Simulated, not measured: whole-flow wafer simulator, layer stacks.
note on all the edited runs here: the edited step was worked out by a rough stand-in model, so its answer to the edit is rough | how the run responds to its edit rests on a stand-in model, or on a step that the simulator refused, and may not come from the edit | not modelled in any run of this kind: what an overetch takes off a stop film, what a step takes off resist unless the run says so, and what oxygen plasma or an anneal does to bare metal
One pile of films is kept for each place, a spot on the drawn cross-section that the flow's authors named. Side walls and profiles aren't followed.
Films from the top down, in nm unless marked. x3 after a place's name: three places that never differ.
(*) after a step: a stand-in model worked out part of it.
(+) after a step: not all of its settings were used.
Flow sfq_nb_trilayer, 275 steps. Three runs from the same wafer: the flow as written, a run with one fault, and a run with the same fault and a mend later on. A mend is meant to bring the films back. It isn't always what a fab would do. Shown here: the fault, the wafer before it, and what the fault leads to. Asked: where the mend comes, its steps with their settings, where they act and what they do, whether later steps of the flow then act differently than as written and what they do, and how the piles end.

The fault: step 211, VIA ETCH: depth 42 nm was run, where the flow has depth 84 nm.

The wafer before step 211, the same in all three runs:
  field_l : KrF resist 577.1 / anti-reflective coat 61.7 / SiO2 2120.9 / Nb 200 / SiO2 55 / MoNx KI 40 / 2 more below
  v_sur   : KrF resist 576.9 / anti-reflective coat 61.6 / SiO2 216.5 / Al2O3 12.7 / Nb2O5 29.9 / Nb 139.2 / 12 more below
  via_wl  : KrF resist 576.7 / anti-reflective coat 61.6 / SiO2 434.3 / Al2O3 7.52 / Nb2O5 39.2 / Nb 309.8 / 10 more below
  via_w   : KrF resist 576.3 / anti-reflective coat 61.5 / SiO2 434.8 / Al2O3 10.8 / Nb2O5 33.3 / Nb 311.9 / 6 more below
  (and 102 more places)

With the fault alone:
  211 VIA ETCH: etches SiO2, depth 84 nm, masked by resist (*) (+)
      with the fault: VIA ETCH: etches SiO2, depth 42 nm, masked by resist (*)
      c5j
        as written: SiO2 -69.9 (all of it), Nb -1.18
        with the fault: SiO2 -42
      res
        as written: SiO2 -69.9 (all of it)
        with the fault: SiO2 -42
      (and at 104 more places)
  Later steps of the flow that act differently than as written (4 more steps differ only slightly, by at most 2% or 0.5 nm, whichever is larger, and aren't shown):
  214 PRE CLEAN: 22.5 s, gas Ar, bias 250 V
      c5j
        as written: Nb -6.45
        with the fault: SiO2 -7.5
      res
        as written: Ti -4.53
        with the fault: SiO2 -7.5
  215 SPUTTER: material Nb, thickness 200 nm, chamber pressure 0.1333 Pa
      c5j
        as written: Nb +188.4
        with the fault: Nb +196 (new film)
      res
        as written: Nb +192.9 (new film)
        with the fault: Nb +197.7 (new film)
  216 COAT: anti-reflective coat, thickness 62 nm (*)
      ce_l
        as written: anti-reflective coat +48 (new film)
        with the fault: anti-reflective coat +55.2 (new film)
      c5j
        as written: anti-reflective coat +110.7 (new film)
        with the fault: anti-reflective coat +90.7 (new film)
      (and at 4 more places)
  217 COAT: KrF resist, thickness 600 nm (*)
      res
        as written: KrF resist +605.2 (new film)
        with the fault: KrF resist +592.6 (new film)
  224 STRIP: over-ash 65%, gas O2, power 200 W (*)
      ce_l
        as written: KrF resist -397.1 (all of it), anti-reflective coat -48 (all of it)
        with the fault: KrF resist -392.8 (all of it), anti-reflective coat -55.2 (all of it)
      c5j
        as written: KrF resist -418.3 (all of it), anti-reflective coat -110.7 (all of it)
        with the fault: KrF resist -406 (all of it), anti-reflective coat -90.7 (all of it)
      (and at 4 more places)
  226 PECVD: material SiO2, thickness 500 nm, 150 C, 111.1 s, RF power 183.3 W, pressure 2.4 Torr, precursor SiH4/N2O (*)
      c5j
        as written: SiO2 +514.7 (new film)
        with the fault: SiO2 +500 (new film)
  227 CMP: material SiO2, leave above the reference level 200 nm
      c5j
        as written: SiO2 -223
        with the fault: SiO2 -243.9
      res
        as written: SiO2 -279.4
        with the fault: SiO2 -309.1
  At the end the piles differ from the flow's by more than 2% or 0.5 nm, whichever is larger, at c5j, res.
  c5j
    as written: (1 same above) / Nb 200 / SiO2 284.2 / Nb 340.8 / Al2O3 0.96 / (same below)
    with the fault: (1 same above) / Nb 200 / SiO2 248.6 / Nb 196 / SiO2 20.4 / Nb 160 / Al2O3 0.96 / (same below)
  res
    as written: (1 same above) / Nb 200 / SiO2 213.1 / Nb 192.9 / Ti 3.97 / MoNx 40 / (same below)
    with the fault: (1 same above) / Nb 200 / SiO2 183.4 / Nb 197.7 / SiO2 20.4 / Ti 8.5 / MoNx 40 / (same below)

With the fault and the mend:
  The mend comes after step 211.
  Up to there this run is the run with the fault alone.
  211a VIA ETCH: etches SiO2, depth 42 nm, masked by resist (*) (+) (the flow's step 211 once more, with other settings)
      field_l, v_sur, via_wl and 101 more
        KrF resist -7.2
      c5j
        SiO2 -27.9 (all of it), Nb -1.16
      res
        SiO2 -27.9 (all of it)
  No later step of the flow acts differently than as written, at any place that is followed, by more than 2% or 0.5 nm, whichever is larger.
  At the end the piles are the same as the flow's at every place that both follow.
